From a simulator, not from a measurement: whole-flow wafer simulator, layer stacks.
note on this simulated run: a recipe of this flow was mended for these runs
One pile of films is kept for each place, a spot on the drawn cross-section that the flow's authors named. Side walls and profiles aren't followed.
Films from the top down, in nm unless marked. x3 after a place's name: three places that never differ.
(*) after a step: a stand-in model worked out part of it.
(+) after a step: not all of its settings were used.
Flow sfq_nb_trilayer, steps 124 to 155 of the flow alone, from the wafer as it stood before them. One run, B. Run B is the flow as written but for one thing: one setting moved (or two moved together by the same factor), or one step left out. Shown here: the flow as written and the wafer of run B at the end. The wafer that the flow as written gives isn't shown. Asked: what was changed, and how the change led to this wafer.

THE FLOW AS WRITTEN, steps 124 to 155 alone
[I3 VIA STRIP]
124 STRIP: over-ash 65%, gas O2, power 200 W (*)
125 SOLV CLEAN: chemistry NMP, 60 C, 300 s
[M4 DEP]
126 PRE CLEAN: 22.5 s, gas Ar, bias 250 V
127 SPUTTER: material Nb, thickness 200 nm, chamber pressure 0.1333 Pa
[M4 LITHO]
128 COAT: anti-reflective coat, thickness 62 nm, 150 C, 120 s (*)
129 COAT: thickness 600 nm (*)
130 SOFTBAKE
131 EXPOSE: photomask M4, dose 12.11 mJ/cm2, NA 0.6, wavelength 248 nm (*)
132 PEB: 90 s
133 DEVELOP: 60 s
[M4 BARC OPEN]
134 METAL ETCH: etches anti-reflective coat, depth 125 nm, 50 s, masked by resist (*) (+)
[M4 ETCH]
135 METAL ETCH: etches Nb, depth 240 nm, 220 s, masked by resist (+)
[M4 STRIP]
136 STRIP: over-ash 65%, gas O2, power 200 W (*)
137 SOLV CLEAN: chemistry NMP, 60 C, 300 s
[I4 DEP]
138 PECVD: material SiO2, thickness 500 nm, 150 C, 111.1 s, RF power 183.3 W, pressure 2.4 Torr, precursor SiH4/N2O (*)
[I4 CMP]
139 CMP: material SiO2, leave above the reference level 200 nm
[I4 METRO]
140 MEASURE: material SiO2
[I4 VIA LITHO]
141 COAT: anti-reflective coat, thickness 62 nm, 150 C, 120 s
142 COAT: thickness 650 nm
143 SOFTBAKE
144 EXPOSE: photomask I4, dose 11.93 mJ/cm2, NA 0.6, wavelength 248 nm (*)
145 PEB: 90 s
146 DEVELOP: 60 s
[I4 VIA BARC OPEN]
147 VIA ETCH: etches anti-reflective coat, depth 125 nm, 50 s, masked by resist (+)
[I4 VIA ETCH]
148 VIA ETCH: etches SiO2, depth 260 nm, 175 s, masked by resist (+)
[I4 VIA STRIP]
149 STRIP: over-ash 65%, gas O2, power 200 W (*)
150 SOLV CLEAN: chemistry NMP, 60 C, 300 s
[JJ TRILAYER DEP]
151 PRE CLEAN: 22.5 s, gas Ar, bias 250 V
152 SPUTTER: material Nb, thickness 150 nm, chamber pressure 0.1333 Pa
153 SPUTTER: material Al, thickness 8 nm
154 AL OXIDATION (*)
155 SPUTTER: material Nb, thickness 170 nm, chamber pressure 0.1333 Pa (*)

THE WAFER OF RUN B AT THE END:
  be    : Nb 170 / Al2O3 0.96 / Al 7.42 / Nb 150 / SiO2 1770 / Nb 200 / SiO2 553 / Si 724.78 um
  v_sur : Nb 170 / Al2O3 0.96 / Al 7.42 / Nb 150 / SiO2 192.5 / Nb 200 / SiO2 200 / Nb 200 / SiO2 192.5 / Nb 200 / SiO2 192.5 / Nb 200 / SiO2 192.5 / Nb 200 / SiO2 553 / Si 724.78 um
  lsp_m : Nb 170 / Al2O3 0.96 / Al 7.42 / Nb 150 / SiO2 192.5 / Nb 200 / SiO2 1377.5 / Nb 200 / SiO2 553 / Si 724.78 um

The cause: step 126, PRE CLEAN: 22.5 s, gas Ar, bias 250 V, was left out.

How the change led to this, step by step:
  (no step that both runs have acts differently by more than 2% or 0.5 nm, whichever is larger)
